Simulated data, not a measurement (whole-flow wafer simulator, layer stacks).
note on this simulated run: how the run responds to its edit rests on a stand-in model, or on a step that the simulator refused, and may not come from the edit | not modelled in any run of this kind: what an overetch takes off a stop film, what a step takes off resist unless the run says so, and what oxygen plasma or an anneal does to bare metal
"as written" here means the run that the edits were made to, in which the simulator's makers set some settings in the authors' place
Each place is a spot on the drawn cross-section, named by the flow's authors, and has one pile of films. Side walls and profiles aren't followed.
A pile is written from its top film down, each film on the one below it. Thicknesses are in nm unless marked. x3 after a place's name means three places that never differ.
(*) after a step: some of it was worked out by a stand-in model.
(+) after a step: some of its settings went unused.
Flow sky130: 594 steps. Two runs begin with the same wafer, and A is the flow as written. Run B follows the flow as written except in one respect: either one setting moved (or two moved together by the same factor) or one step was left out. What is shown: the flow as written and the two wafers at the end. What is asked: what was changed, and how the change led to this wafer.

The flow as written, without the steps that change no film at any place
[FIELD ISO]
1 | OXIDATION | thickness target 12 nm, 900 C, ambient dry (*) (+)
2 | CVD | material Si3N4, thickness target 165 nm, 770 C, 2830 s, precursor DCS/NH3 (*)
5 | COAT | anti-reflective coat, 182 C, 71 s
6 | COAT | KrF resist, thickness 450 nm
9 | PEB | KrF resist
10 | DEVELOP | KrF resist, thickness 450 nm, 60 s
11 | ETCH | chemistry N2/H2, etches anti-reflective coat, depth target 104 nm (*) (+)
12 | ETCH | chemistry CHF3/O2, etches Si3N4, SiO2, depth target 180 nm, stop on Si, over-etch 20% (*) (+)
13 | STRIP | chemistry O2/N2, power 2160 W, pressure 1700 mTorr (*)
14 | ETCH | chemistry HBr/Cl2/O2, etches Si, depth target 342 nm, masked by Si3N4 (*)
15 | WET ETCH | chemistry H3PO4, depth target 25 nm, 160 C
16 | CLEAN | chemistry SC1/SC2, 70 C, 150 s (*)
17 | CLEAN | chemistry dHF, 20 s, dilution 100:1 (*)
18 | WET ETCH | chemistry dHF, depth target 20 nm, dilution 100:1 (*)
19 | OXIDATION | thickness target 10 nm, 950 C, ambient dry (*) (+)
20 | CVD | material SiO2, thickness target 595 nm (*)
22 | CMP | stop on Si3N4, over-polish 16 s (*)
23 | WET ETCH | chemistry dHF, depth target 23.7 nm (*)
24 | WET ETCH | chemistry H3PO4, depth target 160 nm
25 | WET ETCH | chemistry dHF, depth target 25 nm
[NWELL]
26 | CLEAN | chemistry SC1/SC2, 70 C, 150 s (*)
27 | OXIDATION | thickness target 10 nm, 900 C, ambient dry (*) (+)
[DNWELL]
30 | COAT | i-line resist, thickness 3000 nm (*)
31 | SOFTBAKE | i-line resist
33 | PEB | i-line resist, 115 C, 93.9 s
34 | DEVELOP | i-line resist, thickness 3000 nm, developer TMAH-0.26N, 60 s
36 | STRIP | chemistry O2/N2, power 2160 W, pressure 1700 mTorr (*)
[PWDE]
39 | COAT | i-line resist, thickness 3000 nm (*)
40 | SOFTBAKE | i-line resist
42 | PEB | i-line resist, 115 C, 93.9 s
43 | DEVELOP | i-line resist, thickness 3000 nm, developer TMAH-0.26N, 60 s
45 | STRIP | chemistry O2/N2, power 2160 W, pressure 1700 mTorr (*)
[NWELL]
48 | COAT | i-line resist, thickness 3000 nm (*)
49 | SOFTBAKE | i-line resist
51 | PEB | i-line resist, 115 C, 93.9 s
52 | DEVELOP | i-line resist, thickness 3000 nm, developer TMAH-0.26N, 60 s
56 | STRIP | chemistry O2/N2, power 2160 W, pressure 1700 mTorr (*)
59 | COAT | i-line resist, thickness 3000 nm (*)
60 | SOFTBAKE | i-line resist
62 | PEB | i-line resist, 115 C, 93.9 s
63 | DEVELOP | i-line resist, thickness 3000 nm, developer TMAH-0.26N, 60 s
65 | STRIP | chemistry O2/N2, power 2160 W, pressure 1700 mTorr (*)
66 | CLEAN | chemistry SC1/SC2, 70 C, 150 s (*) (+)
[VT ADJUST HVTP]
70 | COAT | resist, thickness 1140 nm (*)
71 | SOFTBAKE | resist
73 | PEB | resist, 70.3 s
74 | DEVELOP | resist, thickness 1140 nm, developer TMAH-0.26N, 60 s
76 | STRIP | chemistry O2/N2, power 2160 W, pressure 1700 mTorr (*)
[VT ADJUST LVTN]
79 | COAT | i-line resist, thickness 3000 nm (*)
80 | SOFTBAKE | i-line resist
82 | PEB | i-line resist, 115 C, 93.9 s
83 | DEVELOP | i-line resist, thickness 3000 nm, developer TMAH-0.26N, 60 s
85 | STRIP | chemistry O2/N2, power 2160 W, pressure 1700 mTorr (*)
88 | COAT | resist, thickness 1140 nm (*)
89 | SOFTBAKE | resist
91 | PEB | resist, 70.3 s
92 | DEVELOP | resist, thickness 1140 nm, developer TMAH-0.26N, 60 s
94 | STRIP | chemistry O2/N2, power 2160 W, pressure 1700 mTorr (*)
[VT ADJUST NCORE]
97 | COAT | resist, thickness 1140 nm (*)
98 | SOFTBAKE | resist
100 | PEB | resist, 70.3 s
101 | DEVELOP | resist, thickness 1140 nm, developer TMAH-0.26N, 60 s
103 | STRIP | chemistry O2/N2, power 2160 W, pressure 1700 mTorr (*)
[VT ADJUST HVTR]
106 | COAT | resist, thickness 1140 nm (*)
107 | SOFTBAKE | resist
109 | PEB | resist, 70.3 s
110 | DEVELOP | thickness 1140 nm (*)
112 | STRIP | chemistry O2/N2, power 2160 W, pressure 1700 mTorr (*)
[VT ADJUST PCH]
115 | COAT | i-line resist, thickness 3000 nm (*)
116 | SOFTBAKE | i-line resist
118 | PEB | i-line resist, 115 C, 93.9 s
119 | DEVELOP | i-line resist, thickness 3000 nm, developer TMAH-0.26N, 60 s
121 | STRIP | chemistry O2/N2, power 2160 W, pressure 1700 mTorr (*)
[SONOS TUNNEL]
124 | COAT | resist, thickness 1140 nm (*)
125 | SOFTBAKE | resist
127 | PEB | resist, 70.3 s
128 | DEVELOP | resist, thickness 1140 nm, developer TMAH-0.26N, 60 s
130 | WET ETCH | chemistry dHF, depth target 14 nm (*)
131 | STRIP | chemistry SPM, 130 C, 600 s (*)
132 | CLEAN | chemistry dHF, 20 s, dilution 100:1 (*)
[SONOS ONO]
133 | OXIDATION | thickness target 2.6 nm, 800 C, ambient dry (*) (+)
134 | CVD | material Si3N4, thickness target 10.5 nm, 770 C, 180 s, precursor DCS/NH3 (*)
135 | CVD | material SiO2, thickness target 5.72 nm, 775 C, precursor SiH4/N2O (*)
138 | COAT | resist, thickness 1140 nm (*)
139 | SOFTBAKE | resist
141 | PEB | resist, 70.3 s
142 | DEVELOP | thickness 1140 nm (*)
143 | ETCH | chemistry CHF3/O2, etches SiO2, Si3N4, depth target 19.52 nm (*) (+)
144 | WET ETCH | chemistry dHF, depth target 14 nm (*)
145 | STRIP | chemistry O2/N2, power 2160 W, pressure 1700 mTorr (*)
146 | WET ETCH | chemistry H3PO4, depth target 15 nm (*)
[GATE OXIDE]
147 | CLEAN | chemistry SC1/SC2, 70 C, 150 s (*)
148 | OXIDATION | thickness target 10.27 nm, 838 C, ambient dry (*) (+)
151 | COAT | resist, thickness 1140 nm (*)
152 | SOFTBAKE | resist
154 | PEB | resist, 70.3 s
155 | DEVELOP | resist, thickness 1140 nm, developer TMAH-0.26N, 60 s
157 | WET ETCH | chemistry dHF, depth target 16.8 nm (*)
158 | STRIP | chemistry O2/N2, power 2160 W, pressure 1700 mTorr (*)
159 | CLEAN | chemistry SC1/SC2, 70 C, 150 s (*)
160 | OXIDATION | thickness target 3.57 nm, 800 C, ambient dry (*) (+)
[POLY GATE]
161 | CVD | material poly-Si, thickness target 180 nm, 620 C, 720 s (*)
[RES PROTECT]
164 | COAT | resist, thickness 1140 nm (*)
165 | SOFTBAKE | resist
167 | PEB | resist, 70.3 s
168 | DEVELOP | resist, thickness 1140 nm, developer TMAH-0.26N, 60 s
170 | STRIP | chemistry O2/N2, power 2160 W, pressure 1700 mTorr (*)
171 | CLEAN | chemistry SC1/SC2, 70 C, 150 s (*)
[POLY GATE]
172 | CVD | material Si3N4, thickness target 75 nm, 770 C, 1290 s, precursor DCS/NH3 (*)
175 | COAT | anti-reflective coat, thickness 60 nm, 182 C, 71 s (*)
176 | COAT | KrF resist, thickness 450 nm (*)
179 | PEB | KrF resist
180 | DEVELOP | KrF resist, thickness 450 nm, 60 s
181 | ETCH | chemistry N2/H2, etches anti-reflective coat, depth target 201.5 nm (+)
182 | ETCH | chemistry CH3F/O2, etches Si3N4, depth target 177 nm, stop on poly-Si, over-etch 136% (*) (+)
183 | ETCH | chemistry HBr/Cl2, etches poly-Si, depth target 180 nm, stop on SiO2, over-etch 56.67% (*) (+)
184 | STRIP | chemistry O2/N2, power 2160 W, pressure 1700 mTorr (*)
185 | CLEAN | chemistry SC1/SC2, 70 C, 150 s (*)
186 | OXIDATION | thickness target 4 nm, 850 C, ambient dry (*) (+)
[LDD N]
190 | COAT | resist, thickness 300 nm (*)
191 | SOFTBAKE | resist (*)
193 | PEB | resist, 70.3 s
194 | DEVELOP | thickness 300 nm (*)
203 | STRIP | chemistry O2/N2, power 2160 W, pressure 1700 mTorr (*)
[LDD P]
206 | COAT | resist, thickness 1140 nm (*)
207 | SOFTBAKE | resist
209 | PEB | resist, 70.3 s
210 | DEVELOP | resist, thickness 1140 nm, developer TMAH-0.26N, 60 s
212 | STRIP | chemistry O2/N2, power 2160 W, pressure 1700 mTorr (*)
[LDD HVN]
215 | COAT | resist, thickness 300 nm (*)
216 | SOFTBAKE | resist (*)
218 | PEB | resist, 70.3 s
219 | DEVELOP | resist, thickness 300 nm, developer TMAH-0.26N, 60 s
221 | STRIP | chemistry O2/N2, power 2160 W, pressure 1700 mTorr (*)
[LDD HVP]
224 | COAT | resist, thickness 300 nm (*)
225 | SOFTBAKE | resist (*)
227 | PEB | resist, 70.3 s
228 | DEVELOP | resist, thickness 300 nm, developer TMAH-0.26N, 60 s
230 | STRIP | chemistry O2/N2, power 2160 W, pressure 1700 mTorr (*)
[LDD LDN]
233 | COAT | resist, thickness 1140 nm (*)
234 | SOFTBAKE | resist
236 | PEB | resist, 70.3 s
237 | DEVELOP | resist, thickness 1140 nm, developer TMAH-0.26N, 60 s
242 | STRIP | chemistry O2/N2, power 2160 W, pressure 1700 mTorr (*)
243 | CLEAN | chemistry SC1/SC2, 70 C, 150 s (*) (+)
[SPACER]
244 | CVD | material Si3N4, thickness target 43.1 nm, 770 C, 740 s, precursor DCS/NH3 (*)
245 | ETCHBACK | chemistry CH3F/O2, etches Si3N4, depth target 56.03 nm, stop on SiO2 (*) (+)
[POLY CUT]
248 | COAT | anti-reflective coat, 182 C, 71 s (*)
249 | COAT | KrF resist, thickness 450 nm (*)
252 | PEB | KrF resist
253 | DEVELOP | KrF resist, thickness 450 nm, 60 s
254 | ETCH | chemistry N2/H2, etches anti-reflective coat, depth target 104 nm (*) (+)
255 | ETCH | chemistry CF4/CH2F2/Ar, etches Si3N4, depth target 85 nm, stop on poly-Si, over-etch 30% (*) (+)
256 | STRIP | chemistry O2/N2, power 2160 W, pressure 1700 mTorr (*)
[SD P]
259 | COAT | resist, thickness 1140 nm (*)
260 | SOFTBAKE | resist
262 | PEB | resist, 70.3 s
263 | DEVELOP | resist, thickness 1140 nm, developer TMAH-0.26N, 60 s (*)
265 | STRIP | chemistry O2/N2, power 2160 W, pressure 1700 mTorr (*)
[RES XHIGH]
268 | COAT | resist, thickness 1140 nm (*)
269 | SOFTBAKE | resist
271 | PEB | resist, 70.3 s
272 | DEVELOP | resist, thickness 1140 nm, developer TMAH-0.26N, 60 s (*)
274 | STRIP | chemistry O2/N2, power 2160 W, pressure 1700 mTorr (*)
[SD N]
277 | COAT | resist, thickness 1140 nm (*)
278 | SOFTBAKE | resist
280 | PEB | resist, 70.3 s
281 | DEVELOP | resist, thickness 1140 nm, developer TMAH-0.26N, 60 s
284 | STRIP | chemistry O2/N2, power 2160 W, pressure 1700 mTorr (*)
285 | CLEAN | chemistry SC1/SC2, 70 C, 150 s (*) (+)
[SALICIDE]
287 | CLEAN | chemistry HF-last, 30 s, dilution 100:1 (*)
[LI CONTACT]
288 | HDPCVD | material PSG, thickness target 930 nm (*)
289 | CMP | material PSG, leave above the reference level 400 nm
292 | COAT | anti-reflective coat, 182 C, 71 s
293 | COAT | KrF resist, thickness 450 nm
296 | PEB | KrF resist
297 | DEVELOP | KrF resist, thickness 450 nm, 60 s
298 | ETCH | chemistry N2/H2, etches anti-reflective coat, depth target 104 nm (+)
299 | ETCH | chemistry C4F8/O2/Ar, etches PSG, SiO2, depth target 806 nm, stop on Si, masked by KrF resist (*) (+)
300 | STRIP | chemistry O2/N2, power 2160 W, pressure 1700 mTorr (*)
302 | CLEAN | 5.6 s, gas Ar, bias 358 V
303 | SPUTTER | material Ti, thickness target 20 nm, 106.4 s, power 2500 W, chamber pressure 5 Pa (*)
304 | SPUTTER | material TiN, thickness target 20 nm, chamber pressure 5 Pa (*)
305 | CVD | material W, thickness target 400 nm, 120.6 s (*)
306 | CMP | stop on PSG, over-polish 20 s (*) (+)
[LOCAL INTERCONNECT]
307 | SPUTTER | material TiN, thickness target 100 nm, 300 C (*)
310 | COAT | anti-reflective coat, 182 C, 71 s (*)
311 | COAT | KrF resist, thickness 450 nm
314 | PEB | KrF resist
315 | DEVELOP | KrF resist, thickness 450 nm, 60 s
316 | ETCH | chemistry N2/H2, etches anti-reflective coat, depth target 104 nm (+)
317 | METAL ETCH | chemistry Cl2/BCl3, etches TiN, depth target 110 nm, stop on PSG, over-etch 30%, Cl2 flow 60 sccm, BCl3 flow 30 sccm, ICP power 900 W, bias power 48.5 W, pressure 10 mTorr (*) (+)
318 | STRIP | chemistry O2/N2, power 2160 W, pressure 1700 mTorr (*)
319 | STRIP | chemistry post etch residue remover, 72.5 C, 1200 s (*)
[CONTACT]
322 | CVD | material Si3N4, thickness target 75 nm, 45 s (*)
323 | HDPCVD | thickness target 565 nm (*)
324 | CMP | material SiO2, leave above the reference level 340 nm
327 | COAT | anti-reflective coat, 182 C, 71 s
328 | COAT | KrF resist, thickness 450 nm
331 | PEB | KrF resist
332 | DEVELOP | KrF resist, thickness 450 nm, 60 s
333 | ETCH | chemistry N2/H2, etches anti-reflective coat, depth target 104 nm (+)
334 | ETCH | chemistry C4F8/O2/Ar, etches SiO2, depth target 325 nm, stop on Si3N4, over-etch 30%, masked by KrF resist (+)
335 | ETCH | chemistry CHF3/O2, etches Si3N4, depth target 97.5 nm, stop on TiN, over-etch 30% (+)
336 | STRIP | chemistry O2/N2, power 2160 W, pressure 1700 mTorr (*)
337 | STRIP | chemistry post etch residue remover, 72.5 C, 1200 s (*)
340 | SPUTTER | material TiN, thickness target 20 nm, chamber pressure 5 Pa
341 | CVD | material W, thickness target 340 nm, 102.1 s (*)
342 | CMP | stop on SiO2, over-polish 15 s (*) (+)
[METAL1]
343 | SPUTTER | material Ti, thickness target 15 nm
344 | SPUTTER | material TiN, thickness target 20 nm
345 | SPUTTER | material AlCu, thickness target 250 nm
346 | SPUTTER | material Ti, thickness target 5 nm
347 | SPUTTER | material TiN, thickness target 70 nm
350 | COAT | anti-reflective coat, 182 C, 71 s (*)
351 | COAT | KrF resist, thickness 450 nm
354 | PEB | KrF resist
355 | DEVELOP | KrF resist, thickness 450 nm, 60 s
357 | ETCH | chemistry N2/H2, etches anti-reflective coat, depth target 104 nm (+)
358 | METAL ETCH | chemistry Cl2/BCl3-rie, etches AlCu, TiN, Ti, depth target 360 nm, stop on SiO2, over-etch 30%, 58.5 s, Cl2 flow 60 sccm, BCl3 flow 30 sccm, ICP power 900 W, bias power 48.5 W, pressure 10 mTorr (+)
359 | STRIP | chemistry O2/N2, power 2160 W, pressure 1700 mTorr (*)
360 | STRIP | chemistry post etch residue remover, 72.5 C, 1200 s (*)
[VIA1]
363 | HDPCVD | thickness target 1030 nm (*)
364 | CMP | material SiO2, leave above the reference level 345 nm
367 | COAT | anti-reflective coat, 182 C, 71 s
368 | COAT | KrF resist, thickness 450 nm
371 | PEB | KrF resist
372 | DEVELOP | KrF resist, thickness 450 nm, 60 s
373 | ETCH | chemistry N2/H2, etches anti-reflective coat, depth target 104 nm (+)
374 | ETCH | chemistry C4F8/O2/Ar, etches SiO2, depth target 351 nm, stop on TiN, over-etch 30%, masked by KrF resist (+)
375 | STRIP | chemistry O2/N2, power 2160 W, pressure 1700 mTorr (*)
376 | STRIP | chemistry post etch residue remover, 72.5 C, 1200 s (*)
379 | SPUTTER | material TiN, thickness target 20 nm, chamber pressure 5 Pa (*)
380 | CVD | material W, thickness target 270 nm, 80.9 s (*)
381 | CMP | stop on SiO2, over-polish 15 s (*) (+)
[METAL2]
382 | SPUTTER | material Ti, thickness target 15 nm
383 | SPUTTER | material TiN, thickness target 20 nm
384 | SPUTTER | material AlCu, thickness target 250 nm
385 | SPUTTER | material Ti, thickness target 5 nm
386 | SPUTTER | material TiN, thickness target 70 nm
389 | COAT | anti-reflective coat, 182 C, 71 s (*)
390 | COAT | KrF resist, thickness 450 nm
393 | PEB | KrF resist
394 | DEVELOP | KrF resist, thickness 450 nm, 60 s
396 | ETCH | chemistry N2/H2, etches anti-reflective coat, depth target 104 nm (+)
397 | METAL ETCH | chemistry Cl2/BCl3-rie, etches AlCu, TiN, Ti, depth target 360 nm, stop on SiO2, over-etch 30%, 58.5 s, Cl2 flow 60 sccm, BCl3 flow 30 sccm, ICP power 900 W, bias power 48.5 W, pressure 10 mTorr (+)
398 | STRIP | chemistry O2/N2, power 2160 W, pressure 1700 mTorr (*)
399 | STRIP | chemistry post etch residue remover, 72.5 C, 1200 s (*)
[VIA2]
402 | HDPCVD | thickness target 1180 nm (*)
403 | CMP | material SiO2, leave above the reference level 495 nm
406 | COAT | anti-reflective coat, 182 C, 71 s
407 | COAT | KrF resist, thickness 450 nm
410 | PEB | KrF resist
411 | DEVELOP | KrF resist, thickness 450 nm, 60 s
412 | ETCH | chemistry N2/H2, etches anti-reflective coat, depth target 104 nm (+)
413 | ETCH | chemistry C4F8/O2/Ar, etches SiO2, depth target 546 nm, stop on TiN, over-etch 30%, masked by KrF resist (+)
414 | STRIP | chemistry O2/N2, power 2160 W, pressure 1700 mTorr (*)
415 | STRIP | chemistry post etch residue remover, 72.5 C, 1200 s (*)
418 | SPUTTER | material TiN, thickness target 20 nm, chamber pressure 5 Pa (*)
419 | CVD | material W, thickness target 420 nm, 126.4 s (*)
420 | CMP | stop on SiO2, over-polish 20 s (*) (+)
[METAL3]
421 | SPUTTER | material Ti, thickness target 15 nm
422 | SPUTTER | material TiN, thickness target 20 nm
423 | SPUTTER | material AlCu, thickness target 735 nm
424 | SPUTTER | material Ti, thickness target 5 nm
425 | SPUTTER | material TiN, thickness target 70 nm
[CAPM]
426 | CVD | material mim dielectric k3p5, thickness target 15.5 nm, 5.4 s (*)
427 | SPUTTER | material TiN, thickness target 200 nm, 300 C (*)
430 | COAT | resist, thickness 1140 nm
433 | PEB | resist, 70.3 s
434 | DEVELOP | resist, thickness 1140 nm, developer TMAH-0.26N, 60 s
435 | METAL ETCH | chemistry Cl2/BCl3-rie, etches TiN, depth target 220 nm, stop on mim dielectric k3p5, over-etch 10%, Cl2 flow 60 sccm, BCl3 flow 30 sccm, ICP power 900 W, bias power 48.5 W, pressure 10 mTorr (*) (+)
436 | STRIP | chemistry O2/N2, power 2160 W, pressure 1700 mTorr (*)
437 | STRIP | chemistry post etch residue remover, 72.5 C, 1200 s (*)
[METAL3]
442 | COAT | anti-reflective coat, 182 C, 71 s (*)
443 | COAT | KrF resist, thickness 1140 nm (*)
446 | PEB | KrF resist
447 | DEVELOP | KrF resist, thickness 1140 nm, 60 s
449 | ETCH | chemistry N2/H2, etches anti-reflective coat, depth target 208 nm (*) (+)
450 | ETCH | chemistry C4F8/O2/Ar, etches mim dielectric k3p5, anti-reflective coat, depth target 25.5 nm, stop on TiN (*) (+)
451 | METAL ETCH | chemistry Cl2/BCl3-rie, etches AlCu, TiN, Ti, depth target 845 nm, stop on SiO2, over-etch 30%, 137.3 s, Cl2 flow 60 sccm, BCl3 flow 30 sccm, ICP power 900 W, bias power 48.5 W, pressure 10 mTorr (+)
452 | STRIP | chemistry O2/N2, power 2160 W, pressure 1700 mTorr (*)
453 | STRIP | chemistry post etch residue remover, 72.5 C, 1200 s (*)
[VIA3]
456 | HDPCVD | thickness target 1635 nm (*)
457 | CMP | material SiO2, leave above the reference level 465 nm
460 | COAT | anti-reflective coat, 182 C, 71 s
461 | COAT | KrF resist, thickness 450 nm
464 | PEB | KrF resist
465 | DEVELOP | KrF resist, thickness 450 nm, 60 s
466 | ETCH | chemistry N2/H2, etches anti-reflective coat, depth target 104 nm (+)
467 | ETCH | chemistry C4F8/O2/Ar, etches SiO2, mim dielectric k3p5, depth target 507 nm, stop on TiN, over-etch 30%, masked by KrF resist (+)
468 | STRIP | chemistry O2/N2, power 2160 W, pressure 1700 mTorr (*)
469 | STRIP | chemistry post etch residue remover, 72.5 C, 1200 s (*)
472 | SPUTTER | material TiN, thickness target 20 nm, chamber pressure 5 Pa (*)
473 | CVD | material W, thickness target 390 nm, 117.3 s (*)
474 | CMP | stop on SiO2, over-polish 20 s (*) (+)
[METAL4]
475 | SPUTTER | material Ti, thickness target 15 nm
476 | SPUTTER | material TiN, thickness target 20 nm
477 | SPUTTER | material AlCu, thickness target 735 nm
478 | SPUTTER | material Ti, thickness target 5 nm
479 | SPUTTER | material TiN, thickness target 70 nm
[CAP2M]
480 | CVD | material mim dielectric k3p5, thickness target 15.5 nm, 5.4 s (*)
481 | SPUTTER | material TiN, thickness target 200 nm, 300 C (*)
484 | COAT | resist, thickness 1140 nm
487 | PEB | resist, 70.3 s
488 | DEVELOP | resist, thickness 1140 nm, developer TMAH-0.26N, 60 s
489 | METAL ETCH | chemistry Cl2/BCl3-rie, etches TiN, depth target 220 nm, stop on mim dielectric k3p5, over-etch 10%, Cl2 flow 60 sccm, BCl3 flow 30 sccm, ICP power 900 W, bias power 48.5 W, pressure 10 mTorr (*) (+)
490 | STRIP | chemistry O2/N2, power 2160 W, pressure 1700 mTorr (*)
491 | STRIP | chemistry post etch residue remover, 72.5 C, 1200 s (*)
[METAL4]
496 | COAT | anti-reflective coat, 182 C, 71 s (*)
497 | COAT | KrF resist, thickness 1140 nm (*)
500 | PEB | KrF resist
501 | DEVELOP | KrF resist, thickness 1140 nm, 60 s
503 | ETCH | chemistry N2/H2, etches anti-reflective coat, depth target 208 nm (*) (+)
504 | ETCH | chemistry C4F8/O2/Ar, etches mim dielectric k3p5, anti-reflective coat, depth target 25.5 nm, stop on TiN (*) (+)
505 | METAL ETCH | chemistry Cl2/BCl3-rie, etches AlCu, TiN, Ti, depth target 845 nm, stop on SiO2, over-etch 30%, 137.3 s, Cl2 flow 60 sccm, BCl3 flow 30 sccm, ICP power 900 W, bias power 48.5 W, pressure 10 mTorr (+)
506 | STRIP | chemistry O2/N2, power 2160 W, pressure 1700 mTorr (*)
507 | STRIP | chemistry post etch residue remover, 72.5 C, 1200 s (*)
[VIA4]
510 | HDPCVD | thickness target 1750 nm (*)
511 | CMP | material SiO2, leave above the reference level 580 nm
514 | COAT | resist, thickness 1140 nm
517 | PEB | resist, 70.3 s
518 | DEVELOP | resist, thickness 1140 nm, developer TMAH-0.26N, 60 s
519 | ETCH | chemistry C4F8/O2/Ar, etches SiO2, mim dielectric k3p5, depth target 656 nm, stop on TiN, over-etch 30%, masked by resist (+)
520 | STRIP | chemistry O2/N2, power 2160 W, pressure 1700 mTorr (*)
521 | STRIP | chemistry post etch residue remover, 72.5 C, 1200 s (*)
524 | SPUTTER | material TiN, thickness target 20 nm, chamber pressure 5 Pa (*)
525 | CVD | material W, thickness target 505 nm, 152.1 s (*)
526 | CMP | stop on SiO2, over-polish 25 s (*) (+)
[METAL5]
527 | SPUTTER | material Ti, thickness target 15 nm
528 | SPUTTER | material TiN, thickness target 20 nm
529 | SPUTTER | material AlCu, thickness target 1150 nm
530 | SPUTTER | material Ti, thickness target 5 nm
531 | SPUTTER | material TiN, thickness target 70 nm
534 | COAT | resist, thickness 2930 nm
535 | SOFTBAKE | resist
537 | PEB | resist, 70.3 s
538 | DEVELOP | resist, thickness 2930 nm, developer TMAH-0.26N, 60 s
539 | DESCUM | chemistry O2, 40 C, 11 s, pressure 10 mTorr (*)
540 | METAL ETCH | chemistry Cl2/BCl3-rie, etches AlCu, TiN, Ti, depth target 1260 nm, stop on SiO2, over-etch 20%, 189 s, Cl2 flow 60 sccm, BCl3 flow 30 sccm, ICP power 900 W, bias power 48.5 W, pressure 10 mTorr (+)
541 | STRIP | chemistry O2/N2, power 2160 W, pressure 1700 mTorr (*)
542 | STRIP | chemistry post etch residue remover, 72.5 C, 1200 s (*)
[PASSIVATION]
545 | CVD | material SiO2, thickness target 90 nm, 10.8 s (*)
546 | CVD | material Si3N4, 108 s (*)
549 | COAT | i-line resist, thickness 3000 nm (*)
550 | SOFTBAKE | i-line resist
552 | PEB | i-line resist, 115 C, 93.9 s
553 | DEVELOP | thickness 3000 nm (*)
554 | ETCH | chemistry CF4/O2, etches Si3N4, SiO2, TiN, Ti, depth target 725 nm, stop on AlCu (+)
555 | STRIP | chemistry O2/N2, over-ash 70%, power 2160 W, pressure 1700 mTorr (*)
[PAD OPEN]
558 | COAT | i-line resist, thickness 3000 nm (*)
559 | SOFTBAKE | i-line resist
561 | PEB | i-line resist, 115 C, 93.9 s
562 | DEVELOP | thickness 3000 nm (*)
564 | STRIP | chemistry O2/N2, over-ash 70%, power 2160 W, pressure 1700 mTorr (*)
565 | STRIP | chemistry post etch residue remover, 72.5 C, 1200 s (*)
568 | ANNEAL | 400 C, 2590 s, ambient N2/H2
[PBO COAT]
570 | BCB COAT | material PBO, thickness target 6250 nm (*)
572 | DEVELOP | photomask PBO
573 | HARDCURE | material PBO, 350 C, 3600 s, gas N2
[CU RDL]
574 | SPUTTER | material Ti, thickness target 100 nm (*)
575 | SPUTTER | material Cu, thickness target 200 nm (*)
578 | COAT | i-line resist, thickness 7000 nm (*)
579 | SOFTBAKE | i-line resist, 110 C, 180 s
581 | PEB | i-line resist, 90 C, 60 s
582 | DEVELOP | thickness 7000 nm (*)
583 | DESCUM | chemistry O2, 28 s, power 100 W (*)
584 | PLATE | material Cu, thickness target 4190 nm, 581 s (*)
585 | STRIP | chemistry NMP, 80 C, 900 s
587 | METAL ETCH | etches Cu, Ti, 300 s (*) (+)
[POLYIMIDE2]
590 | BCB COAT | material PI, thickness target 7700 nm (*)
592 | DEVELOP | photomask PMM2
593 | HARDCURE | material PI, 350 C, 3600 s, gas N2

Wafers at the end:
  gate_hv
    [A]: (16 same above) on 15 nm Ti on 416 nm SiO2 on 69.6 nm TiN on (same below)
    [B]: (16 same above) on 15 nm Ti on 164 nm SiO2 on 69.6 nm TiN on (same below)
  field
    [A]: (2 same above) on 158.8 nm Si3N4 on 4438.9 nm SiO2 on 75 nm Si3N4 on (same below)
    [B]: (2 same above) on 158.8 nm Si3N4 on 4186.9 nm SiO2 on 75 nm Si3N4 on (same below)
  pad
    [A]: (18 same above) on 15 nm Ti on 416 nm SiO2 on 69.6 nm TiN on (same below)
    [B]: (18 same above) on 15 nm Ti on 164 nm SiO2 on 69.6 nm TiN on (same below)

Cause: step 403, CMP: leave above the reference level 243 nm was run, while the flow as written has leave above the reference level 495 nm.

The path from the change to this, step by step:
  403 | CMP | material SiO2, leave above the reference level 495 nm
      n_well, p_well, gate_hv and 101 more: A SiO2 loses 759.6 | B SiO2 loses 1011.6
      field, active, gate and 82 more: A SiO2 loses 389.1 | B SiO2 loses 641.1
      (and at 2 other places as well)
  413 | ETCH | chemistry C4F8/O2/Ar, etches SiO2, depth target 546 nm, stop on TiN, over-etch 30%, masked by KrF resist (+)
      field, active, n_well and 186 more: A KrF resist loses 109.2 | B KrF resist loses 43.8
      m1: A SiO2 loses 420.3 (all of it) | B SiO2 loses 168.3 (all of it)
      (and at 1 other place as well)
  414 | STRIP | chemistry O2/N2, power 2160 W, pressure 1700 mTorr (*)
      field, active, n_well and 186 more: A KrF resist loses 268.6 (all of it), anti-reflective coat loses 80 (all of it) | B KrF resist loses 334.1 (all of it), anti-reflective coat loses 80 (all of it)
  418 | SPUTTER | material TiN, thickness target 20 nm, chamber pressure 5 Pa (*)
      m1, via2_hole: A TiN gains 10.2 | B TiN gains 14.2
  419 | CVD | material W, thickness target 420 nm, 126.4 s (*)
      m1: A W gains 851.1 (new film) | B W gains 595.1 (new film)
      via2_hole: A W gains 850.7 (new film) | B W gains 594.6 (new film)
